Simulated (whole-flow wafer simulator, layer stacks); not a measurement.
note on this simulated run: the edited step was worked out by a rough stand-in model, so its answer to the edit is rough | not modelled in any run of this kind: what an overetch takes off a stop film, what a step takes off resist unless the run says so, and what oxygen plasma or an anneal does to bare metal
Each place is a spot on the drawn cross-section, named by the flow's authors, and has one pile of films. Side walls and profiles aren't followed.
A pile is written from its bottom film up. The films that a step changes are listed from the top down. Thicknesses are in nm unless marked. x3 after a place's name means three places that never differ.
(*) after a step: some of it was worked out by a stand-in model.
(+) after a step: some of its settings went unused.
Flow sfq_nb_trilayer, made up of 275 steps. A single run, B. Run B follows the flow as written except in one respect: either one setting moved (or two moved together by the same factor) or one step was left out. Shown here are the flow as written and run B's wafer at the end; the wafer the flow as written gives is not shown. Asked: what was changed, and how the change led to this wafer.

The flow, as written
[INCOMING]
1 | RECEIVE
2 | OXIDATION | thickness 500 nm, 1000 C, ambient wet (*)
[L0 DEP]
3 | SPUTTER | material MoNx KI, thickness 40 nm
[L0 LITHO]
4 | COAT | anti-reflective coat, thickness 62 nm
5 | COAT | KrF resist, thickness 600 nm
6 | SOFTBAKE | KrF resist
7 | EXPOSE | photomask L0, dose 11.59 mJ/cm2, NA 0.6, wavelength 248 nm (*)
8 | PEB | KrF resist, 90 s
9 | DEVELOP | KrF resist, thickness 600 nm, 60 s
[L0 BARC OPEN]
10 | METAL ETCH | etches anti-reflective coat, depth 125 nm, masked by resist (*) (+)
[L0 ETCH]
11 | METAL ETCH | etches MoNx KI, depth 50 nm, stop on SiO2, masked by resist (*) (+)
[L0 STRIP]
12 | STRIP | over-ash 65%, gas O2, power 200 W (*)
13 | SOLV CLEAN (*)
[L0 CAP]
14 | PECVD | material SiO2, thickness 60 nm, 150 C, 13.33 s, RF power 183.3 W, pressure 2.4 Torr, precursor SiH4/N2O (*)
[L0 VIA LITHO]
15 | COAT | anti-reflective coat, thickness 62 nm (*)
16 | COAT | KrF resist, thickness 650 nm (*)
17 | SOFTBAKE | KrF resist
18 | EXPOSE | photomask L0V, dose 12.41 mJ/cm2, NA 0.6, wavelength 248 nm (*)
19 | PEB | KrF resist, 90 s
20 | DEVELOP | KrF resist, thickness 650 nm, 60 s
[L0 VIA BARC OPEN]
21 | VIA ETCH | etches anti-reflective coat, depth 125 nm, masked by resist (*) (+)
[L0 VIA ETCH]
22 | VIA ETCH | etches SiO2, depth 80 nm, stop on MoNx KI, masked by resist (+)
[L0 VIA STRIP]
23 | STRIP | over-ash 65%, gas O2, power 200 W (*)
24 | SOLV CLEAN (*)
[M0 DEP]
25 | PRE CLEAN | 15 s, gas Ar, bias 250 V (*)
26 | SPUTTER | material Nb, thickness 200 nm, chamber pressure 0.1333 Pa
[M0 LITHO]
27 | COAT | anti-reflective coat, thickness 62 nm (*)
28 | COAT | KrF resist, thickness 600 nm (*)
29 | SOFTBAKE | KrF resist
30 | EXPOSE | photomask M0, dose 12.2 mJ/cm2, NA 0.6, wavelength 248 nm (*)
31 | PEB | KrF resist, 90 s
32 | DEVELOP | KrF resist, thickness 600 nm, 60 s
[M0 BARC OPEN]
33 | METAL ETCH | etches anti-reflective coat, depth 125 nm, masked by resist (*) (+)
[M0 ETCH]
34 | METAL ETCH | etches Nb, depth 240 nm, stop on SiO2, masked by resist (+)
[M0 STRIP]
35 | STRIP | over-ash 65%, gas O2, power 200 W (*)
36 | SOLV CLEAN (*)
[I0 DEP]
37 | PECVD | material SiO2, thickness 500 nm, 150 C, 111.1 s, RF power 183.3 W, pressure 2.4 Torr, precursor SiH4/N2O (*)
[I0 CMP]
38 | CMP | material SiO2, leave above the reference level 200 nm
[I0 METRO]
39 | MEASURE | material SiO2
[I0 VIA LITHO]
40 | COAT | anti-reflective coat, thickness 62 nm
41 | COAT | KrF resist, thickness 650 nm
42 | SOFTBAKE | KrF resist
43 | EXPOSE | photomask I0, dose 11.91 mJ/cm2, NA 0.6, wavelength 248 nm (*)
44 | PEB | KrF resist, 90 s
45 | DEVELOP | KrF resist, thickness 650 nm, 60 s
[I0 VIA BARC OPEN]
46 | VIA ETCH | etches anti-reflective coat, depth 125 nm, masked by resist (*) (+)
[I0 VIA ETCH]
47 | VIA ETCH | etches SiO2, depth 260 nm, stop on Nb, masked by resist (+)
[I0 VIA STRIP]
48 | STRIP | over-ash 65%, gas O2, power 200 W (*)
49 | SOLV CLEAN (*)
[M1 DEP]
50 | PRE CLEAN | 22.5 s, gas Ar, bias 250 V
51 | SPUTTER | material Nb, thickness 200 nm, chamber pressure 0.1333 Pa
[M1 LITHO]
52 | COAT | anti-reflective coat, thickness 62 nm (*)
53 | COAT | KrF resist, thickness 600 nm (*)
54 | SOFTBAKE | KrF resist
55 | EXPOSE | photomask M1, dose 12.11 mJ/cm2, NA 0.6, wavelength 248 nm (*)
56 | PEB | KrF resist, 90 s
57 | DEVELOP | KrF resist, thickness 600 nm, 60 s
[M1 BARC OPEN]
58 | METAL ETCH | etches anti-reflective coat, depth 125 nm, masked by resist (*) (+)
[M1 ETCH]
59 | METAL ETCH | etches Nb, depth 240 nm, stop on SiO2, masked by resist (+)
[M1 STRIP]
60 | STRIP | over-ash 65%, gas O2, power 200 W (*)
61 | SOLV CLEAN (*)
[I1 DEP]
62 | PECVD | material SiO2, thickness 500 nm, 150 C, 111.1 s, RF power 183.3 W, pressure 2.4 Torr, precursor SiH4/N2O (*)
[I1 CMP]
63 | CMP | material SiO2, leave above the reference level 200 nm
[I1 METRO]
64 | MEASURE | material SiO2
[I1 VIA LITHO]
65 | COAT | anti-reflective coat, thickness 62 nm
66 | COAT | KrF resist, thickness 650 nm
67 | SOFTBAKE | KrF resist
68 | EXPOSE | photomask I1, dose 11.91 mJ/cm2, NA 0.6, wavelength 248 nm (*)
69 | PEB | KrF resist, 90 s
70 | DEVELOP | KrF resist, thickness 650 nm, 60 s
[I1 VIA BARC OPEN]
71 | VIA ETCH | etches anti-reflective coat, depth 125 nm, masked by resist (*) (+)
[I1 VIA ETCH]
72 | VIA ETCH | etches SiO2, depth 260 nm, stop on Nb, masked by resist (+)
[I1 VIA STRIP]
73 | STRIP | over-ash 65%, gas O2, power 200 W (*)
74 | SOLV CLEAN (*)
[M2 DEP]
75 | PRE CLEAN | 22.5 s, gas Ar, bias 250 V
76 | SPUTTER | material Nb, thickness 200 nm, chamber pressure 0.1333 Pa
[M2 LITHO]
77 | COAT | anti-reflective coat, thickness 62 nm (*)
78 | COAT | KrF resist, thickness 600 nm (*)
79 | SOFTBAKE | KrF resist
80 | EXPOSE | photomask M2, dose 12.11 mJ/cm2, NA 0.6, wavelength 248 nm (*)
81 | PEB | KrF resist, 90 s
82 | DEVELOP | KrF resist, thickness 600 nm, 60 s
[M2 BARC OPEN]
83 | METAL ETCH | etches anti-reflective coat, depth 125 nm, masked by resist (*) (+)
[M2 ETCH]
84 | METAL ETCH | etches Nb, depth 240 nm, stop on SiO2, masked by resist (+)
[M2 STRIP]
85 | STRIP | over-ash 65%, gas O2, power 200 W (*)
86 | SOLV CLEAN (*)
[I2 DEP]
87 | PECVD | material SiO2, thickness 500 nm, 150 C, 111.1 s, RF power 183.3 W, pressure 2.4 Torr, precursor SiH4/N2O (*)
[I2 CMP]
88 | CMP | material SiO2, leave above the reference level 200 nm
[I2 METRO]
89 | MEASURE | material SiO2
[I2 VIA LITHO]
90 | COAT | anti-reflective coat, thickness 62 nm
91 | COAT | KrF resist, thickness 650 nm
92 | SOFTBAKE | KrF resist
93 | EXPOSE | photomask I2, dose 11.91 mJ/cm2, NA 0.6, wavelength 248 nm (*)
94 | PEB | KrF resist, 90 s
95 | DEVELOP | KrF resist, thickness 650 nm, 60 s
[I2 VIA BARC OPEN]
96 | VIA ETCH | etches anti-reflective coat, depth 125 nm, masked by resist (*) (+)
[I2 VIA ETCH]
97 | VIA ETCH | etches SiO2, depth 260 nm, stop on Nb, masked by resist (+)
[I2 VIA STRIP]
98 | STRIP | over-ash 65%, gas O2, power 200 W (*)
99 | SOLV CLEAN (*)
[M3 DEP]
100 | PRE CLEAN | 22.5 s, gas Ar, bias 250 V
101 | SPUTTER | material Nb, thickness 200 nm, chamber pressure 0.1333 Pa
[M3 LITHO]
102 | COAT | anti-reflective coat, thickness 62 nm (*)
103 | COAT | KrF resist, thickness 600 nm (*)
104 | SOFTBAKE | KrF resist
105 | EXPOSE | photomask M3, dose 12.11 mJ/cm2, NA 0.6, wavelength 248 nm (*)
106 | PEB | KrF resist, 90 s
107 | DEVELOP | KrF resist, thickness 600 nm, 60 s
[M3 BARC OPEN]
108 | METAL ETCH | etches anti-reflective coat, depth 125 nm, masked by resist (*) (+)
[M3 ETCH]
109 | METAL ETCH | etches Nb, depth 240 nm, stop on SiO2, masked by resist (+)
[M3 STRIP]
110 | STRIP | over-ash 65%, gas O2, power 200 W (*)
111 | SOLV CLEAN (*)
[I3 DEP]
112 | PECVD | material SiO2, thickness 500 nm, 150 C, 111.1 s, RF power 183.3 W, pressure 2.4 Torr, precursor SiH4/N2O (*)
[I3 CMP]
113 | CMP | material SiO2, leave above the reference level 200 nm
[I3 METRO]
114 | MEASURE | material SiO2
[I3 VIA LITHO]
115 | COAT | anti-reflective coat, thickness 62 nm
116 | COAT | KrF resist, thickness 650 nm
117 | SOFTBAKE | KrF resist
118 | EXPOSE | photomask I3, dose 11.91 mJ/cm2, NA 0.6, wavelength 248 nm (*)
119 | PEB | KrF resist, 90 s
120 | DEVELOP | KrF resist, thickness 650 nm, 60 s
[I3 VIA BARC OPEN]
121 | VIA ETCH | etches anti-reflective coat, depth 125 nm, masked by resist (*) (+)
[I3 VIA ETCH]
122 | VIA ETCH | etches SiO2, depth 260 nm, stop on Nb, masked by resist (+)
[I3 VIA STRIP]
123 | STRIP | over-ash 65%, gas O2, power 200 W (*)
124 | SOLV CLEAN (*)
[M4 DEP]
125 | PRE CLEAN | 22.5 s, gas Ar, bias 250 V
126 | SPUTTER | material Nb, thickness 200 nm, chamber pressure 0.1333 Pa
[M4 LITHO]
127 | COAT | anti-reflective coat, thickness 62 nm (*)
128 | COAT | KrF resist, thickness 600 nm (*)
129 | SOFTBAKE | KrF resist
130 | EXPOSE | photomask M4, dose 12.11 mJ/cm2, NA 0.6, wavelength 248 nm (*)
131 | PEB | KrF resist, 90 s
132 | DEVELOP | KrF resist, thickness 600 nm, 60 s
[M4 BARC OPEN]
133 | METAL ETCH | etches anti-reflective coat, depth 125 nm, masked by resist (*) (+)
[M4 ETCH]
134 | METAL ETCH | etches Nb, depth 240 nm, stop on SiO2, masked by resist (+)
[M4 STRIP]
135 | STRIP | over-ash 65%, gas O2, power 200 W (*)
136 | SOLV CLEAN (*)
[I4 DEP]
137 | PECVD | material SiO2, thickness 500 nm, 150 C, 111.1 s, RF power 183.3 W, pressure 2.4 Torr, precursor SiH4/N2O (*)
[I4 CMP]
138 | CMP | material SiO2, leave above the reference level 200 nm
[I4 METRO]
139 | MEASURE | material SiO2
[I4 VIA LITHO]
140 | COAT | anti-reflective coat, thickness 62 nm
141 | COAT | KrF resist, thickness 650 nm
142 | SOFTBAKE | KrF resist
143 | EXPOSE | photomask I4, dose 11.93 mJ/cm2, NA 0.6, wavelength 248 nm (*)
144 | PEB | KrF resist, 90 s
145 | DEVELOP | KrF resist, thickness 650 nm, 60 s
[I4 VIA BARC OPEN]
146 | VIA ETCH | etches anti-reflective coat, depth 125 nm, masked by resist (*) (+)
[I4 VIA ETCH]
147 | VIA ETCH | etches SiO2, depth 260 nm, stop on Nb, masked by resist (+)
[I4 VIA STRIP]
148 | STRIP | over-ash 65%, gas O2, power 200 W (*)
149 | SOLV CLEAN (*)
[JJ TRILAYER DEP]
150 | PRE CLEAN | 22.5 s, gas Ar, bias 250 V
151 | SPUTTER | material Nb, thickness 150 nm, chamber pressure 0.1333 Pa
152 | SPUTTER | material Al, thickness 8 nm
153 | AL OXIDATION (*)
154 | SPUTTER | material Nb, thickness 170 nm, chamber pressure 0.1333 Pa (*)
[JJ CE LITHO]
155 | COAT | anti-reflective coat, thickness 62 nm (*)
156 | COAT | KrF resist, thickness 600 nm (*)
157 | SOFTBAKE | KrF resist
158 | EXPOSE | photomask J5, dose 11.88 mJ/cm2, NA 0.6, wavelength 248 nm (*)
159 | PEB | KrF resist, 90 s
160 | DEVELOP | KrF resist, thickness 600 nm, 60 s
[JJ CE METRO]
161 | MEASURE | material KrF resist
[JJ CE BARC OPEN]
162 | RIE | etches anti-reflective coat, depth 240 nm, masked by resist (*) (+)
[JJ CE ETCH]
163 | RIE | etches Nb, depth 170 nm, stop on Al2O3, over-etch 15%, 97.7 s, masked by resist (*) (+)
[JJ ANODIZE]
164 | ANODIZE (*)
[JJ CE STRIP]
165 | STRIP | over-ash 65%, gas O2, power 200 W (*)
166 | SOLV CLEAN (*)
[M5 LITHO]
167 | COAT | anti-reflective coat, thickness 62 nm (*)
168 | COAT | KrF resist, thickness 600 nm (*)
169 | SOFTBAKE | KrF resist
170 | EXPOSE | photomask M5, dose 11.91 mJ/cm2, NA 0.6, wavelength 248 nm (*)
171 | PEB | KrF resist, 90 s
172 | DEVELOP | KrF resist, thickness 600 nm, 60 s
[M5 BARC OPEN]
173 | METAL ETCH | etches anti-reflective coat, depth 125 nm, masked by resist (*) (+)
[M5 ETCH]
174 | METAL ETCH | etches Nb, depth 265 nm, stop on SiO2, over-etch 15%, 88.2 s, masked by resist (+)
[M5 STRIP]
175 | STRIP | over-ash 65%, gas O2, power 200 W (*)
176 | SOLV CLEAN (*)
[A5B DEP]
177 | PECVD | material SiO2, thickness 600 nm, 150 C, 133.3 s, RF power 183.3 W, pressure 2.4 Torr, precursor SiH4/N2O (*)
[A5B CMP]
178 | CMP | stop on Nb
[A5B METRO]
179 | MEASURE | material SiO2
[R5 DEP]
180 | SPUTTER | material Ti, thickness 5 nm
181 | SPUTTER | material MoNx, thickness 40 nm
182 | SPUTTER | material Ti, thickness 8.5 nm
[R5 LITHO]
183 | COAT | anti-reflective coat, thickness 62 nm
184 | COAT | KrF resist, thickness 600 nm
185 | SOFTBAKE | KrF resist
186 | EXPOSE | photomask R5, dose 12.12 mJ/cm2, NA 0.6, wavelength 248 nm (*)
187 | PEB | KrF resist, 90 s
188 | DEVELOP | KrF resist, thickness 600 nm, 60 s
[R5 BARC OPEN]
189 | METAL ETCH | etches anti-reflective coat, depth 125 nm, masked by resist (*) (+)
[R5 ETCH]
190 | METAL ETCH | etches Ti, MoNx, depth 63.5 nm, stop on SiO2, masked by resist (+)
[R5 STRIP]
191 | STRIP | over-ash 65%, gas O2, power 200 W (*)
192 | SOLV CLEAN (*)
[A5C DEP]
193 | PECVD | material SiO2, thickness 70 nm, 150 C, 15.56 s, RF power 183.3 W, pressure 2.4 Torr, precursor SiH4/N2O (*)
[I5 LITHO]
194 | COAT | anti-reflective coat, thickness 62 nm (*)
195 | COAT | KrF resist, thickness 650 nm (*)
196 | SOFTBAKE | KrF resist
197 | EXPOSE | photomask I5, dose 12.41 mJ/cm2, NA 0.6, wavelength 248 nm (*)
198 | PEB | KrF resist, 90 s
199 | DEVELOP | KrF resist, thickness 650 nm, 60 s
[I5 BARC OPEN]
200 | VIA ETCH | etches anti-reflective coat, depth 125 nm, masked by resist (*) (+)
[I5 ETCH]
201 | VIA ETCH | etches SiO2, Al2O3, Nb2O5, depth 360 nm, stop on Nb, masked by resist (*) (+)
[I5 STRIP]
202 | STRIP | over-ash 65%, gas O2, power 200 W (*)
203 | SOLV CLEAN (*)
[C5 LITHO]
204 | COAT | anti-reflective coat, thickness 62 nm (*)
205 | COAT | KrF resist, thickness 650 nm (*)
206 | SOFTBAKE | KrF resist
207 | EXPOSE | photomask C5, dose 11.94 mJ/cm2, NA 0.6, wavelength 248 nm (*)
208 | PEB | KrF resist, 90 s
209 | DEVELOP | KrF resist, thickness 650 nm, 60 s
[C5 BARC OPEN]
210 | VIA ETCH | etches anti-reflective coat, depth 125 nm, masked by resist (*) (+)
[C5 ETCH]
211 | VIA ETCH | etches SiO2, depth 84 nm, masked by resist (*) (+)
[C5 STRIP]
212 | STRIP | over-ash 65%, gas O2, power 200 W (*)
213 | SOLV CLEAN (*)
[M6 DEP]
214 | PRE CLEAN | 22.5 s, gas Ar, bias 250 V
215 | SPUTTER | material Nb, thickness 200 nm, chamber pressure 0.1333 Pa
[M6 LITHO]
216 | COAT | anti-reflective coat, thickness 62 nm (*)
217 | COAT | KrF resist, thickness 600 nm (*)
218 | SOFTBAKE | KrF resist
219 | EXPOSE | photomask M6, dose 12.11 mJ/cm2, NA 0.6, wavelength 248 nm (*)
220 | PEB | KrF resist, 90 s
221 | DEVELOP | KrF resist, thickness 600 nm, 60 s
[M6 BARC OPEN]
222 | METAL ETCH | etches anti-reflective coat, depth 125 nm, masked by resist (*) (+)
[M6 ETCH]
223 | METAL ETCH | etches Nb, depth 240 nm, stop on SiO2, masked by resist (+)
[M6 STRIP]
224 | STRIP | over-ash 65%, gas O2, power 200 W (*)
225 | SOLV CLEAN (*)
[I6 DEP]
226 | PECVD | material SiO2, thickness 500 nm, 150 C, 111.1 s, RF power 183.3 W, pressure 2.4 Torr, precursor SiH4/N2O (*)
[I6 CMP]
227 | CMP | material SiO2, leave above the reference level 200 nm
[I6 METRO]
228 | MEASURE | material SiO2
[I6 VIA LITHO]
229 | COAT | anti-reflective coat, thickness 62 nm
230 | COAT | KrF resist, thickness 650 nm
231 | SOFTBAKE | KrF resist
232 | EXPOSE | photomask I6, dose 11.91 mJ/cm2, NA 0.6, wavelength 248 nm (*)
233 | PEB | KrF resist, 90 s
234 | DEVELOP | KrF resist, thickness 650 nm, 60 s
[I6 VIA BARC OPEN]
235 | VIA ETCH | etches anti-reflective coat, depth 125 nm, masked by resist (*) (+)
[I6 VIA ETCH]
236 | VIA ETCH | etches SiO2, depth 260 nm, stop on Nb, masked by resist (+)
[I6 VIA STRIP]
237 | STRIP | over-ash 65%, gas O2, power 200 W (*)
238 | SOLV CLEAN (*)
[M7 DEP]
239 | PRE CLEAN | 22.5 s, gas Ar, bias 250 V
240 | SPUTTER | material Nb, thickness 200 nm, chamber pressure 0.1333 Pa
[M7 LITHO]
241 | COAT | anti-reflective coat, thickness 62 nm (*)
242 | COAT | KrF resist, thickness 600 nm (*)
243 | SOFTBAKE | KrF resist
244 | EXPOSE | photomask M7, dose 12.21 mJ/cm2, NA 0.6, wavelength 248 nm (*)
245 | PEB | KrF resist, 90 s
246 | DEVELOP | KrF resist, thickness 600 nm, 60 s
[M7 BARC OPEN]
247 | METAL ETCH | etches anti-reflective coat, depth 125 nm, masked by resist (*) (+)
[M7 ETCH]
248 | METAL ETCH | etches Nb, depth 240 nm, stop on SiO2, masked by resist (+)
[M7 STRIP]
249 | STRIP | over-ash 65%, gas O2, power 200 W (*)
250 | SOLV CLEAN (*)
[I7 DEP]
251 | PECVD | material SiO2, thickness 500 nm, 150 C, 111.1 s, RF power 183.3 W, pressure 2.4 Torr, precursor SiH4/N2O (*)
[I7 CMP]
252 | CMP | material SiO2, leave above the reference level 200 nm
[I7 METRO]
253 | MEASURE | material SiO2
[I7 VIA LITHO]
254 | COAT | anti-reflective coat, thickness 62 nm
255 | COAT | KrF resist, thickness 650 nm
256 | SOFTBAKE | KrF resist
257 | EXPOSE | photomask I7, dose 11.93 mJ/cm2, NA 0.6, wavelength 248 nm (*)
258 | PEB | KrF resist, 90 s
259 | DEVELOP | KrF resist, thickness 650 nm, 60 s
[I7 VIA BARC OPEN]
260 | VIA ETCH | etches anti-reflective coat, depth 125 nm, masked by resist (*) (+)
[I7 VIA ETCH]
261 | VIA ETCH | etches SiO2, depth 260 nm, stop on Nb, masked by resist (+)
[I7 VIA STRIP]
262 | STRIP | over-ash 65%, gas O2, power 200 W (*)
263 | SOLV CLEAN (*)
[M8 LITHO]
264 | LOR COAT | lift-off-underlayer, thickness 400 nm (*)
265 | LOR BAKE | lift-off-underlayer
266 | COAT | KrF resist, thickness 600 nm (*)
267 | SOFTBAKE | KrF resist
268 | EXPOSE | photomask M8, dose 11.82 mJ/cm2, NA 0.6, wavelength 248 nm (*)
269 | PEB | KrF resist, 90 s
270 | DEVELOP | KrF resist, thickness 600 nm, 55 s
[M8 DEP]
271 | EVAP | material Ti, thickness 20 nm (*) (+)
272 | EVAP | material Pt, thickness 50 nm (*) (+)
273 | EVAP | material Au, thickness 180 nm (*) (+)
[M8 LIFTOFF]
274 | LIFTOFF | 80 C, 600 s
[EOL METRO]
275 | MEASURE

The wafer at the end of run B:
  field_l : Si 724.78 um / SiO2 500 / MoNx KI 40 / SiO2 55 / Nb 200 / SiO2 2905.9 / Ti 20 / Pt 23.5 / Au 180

Cause: step 272, EVAP: thickness 23.5 nm was run, though the flow has thickness 50 nm.
The wafer itself shows it: field_l has Pt 23.5, and step 272 as written asks for 50 nm.

The path from the change to this, step by step:
  272 | EVAP | material Pt, thickness 50 nm (*) (+)
      field_l, v_sur, via_wl and 103 more: Pt gains 23.5 (new film) (in the flow as written it would be: Pt gains 50 (new film))
  274 | LIFTOFF | 80 C, 600 s
      p4_fl, p4_fm, p4_w1 and 71 more: Au loses 180 (all of it), Pt loses 23.5 (all of it), Ti loses 20 (all of it), KrF resist loses 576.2 (all of it), lift-off-underlayer loses 400 (all of it) (in the flow as written it would be: Au loses 180 (all of it), Pt loses 50 (all of it), Ti loses 20 (all of it), KrF resist loses 576.2 (all of it), lift-off-underlayer loses 400 (all of it))
      c5j, ce_r: Au loses 180 (all of it), Pt loses 23.5 (all of it), Ti loses 20 (all of it), KrF resist loses 573.3 (all of it), lift-off-underlayer loses 399.3 (all of it) (in the flow as written it would be: Au loses 180 (all of it), Pt loses 50 (all of it), Ti loses 20 (all of it), KrF resist loses 573.3 (all of it), lift-off-underlayer loses 399.3 (all of it))
      (and at 19 other places as well)
